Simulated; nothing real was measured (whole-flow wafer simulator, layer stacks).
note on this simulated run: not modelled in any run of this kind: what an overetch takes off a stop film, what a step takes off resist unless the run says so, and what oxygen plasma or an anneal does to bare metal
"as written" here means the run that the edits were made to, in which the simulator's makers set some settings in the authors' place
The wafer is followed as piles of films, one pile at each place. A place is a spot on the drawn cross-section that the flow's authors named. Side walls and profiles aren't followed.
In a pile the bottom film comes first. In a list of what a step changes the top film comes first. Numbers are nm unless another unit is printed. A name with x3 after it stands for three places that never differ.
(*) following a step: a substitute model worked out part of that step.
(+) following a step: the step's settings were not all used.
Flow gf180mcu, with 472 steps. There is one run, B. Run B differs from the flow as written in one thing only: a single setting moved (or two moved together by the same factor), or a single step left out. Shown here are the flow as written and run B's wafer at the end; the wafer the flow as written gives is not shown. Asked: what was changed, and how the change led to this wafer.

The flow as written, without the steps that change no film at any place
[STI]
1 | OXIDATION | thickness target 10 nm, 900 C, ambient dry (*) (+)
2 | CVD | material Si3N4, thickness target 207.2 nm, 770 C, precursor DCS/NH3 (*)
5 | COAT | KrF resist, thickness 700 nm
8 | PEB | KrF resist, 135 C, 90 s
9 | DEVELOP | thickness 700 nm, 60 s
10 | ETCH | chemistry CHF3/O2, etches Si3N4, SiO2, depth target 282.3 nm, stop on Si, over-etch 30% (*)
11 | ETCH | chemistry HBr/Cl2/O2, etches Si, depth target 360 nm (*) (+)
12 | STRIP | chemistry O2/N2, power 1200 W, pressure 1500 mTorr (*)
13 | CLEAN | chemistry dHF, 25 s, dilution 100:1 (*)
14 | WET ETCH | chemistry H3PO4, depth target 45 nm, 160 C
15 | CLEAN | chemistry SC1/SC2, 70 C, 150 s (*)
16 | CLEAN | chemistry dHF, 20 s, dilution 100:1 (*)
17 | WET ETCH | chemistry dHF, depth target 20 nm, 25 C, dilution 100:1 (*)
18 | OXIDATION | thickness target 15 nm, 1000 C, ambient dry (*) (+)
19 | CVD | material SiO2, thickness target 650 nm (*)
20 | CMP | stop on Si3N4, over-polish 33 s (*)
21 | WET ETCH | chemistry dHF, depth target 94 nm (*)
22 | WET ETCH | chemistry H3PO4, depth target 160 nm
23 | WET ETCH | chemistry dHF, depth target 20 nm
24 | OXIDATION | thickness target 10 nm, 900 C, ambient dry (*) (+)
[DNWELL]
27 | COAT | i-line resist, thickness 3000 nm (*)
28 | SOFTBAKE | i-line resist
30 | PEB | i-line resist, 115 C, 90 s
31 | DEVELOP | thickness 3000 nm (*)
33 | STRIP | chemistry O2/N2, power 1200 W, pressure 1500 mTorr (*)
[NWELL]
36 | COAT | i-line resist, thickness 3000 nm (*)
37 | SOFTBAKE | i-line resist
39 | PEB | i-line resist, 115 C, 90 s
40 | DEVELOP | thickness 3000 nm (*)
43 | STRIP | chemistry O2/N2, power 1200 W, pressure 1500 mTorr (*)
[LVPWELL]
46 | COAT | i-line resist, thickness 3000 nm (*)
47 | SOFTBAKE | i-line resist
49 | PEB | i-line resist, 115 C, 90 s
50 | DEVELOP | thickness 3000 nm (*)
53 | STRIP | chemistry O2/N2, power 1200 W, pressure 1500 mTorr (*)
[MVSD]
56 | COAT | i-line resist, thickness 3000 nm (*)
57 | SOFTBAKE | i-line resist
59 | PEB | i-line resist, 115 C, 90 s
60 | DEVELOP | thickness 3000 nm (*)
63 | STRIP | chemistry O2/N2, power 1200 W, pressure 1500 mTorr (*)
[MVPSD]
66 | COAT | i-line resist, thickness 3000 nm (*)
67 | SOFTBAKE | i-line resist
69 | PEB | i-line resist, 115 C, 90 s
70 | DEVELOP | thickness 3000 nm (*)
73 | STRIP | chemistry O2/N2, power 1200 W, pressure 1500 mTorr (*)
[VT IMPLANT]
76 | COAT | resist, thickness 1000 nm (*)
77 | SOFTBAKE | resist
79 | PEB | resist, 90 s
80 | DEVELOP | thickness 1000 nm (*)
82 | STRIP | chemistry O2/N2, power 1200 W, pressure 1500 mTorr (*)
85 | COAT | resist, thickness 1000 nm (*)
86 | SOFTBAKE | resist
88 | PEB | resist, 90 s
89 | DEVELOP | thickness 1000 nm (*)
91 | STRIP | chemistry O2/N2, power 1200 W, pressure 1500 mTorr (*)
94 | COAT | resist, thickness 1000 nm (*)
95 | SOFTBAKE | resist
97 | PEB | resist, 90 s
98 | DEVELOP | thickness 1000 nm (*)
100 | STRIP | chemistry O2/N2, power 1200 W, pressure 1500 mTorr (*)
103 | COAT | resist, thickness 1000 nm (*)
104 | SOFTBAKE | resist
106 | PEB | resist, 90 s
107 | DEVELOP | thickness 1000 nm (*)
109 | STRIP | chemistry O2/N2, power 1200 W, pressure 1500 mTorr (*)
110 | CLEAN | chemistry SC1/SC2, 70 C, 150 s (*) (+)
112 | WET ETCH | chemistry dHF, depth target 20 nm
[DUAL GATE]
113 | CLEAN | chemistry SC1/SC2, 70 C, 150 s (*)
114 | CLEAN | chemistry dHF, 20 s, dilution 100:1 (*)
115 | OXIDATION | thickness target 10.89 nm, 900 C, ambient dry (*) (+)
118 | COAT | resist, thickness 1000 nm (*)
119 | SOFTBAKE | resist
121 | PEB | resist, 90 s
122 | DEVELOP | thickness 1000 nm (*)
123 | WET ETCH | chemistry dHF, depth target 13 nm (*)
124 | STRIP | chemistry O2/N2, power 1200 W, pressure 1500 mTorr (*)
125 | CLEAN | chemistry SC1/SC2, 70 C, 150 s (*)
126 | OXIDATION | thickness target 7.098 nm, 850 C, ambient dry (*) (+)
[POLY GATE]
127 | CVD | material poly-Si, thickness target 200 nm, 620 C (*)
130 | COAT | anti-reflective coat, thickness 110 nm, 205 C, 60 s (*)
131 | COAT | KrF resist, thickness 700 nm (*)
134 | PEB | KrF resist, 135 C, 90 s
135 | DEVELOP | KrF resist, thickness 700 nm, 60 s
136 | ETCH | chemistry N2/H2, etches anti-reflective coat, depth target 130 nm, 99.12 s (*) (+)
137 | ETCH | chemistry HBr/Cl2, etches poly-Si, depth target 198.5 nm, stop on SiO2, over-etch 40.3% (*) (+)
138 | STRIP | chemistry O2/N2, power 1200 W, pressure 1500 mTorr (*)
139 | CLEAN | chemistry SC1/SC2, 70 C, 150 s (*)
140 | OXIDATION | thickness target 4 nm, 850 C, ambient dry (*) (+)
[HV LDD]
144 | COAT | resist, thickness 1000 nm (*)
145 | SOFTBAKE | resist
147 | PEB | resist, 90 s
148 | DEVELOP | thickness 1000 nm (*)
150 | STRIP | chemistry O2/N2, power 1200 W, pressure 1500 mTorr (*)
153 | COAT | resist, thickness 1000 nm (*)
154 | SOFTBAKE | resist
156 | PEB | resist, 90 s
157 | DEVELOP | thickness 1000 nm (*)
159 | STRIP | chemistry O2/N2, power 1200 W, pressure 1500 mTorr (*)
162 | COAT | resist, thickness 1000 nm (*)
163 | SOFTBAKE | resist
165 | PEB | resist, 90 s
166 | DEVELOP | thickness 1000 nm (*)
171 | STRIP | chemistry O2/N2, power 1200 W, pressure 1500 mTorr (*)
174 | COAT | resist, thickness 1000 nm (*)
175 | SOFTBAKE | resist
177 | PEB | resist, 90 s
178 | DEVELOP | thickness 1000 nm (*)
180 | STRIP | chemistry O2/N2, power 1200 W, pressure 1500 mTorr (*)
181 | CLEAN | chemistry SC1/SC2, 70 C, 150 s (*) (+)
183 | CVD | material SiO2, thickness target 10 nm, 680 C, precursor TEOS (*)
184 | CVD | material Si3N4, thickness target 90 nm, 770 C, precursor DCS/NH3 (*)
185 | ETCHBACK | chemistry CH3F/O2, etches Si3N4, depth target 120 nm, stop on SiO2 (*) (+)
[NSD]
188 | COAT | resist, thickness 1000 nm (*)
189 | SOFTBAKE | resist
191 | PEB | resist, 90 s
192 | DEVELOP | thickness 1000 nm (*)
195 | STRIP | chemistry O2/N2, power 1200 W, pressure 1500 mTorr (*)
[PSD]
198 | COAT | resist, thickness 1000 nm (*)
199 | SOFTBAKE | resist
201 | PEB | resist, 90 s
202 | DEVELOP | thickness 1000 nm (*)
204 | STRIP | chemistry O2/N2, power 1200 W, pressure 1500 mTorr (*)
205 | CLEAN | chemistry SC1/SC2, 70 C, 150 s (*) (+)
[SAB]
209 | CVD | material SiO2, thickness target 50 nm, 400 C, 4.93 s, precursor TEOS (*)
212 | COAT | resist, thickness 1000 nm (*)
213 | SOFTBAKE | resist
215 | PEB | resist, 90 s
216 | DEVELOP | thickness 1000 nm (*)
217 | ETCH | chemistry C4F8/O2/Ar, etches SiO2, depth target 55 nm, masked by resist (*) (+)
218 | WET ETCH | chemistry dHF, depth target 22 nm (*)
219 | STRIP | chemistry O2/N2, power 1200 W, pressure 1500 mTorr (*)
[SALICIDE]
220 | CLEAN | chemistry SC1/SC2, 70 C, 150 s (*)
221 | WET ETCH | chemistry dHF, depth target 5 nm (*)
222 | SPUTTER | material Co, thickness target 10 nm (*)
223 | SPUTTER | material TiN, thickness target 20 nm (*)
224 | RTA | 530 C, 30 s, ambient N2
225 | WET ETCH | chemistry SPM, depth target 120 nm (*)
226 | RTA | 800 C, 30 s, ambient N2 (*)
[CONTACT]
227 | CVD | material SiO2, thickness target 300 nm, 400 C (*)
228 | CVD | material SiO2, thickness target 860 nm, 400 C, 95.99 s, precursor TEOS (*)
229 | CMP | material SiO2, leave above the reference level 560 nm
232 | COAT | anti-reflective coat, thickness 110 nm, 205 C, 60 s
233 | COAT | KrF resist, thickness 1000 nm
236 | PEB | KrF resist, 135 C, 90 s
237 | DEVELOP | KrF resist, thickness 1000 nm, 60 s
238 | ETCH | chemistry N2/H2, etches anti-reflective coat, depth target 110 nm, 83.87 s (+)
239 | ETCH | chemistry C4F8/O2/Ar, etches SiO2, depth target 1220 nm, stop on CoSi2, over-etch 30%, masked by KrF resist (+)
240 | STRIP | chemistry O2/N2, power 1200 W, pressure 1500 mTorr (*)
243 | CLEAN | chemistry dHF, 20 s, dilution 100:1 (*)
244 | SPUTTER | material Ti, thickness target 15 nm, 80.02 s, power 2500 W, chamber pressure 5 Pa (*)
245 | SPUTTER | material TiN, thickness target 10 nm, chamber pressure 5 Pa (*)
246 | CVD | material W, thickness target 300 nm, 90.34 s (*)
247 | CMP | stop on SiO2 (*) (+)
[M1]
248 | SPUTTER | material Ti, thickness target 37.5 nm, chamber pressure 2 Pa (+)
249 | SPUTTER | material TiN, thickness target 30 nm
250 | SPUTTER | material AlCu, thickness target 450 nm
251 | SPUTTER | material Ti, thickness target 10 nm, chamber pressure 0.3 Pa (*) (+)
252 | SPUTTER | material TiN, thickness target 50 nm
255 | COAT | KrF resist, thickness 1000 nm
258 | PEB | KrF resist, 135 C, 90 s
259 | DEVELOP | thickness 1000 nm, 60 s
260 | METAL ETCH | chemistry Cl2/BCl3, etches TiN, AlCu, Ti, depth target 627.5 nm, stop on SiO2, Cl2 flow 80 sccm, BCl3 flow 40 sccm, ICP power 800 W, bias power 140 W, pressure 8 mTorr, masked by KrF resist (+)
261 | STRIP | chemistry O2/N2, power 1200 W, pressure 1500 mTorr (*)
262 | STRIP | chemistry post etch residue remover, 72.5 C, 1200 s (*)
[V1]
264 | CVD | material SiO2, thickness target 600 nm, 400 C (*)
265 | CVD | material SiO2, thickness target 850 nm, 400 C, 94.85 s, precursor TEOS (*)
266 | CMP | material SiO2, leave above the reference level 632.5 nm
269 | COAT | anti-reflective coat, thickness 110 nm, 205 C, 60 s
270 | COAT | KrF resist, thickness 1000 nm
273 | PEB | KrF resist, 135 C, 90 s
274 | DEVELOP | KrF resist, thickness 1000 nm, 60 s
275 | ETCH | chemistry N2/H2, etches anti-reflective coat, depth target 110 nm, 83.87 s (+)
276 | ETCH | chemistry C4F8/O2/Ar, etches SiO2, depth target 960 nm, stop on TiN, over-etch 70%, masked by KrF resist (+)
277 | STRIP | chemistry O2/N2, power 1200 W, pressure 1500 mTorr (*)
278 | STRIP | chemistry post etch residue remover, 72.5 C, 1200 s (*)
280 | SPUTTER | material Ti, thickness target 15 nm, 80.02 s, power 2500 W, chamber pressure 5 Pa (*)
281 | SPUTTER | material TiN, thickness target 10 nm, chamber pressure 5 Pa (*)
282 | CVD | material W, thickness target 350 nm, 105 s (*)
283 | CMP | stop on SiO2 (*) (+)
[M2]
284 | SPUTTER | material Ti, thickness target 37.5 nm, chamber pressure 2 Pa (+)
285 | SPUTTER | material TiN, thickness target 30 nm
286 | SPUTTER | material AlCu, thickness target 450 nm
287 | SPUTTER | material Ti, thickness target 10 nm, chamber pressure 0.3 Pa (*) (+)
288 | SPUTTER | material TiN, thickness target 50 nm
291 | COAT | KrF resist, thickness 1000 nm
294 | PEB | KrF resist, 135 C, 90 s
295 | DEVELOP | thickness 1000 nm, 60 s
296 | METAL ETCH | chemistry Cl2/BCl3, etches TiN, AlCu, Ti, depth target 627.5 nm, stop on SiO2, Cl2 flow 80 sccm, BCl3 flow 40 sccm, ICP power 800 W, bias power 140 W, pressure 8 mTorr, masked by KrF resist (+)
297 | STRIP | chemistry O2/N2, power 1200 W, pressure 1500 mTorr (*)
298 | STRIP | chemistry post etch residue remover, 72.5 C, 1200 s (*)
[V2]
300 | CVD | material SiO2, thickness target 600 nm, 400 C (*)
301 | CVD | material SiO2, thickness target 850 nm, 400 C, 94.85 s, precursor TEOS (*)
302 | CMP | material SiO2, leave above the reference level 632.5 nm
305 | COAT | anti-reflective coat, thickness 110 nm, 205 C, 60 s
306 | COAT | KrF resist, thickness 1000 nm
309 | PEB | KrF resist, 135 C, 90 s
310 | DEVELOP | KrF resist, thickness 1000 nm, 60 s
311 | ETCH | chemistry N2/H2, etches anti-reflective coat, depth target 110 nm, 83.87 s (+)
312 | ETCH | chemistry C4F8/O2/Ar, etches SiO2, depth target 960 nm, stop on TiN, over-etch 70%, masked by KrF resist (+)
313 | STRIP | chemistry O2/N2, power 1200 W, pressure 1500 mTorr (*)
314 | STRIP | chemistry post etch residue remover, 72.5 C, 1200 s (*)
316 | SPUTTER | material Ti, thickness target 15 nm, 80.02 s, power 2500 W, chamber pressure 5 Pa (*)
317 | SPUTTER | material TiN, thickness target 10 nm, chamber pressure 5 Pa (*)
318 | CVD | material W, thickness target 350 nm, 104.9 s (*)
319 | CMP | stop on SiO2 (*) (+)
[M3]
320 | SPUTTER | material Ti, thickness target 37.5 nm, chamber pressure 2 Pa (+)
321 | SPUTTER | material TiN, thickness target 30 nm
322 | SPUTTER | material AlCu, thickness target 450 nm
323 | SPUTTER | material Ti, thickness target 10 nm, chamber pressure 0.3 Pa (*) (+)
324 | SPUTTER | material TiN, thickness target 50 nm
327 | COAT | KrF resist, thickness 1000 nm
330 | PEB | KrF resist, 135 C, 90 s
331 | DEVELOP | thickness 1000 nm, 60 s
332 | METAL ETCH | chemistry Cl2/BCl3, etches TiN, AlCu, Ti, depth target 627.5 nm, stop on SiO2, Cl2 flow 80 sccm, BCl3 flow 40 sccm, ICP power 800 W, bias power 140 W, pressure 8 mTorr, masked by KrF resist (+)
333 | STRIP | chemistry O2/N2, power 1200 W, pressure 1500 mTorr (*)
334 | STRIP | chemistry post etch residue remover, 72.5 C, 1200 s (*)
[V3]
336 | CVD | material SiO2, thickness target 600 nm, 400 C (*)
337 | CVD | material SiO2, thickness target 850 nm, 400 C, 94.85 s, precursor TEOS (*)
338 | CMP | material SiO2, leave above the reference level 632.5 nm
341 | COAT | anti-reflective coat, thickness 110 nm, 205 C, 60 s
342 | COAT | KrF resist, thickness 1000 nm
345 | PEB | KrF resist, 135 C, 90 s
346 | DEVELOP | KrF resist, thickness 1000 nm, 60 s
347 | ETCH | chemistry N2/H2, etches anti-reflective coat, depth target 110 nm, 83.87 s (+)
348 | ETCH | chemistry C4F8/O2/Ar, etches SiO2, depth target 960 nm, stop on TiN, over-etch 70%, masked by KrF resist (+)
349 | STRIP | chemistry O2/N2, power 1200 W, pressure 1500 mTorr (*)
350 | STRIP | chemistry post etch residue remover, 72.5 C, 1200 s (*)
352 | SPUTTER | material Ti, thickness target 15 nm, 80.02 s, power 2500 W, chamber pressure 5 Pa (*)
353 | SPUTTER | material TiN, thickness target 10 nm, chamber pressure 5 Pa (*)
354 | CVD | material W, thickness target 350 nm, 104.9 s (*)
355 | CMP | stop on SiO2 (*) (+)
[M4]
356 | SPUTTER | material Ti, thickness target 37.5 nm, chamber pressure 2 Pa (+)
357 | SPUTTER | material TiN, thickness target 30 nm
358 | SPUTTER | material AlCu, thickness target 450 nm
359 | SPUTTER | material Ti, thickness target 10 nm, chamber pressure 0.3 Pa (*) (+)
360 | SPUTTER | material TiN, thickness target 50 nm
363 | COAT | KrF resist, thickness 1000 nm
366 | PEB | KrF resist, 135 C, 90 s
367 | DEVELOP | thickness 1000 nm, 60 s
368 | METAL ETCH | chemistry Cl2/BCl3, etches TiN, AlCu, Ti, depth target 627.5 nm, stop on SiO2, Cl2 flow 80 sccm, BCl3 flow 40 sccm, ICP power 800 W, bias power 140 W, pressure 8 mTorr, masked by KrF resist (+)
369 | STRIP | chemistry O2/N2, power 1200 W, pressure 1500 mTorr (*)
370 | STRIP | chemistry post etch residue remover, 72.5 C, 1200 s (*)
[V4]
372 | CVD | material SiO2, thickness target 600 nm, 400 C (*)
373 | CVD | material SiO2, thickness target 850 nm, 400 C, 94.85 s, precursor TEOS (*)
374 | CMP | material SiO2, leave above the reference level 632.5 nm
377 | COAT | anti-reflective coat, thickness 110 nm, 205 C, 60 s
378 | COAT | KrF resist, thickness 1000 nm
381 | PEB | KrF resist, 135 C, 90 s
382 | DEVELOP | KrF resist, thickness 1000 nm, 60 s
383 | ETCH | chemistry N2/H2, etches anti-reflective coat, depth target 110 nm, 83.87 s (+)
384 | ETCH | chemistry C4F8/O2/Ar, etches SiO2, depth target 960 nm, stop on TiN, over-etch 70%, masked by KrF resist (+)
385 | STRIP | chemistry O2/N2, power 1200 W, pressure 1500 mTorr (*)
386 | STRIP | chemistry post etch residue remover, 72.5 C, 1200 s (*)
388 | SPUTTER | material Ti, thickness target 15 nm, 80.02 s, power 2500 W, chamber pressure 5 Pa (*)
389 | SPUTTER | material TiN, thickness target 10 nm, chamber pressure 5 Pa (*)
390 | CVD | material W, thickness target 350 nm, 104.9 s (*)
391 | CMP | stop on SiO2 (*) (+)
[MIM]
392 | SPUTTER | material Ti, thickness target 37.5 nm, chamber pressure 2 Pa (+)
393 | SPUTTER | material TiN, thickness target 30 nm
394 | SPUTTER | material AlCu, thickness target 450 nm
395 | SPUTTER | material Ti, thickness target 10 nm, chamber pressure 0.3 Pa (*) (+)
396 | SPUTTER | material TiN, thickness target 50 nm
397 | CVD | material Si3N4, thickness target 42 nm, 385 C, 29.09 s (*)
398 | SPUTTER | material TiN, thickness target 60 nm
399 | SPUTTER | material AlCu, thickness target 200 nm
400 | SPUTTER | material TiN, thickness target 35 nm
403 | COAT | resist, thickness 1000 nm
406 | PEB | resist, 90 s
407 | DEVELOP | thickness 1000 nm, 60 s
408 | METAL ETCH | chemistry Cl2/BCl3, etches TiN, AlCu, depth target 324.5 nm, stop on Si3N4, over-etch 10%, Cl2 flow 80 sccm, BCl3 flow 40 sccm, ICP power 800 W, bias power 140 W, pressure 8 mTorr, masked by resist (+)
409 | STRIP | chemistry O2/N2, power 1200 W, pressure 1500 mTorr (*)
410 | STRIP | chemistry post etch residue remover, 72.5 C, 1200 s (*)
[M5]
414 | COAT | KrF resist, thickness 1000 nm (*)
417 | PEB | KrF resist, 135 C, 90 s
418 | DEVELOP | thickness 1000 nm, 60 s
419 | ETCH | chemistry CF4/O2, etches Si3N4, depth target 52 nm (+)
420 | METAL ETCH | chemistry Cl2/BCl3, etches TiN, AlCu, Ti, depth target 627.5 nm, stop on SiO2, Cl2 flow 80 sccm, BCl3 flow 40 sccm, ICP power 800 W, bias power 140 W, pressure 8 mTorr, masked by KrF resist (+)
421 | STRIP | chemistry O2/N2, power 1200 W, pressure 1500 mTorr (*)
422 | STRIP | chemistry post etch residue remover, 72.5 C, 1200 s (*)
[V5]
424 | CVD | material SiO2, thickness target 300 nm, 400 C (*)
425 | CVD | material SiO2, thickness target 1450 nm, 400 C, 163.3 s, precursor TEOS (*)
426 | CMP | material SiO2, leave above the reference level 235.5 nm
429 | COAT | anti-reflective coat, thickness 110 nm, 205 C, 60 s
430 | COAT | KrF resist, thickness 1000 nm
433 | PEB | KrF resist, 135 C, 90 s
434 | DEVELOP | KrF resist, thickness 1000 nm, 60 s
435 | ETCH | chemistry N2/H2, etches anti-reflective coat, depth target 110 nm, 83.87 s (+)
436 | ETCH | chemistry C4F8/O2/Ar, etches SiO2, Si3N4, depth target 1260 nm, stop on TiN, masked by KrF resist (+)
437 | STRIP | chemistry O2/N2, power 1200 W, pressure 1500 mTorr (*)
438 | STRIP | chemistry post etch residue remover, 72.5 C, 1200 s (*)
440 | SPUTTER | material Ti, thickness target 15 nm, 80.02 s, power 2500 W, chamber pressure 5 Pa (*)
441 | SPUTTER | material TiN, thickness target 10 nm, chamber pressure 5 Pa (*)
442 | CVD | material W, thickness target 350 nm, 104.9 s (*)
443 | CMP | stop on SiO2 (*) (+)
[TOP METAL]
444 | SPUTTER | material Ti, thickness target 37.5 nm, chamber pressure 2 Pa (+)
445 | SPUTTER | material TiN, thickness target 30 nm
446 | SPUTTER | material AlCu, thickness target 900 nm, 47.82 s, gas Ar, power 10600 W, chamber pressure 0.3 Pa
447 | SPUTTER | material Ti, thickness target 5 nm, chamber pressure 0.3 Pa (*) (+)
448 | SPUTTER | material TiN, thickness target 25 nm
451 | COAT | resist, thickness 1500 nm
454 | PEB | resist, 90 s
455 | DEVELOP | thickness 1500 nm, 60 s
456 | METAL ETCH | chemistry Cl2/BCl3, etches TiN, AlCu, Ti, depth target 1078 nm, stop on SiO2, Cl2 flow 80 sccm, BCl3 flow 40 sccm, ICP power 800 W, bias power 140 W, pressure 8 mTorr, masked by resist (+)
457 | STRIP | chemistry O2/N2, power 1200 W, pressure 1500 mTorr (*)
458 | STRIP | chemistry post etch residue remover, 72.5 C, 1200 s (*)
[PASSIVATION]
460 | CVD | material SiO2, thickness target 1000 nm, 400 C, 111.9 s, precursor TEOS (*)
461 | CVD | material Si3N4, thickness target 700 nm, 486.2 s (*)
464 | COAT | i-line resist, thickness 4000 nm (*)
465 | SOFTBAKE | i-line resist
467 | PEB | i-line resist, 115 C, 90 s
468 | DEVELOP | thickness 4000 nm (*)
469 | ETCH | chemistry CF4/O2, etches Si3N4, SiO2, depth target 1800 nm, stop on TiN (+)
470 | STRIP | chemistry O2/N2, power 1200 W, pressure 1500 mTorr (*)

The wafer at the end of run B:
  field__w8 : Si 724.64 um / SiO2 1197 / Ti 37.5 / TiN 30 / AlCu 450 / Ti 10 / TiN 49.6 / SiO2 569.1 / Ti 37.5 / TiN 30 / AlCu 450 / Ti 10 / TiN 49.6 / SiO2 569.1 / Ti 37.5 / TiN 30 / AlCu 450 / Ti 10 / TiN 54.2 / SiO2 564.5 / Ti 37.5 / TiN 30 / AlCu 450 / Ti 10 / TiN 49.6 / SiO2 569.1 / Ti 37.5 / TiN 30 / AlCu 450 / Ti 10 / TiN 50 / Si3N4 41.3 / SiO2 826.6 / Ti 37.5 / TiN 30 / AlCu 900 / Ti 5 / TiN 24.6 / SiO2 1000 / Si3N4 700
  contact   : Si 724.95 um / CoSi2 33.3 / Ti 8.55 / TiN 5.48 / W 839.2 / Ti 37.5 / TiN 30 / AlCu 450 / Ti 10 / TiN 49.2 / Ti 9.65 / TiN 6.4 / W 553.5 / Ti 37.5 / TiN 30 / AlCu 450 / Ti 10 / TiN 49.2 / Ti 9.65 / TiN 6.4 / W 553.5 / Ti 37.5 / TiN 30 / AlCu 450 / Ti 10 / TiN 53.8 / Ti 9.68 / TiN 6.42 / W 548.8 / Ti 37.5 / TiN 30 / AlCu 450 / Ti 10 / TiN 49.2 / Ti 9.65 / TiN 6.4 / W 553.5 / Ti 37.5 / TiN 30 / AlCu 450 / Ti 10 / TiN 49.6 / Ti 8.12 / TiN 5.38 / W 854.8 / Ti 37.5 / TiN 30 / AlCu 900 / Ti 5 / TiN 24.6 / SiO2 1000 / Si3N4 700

What caused this: step 324, SPUTTER: thickness target 54.62 nm was run, though the flow has thickness target 50 nm.

How this came from the change, step by step:
  324 | SPUTTER | material TiN, thickness target 50 nm
      field, field__w1, field__w2 and 108 more: +54.6 TiN (new film) (in the flow as written it would be: +50 TiN (new film))
  332 | METAL ETCH | chemistry Cl2/BCl3, etches TiN, AlCu, Ti, depth target 627.5 nm, stop on SiO2, Cl2 flow 80 sccm, BCl3 flow 40 sccm, ICP power 800 W, bias power 140 W, pressure 8 mTorr, masked by KrF resist (+)
      field, field__w1, field__w2 and 103 more: -54.6 TiN (all of it), -10 Ti (all of it), -450 AlCu (all of it), -30 TiN (all of it), -37.5 Ti (all of it) (in the flow as written it would be: -50 TiN (all of it), -10 Ti (all of it), -450 AlCu (all of it), -30 TiN (all of it), -37.5 Ti (all of it))
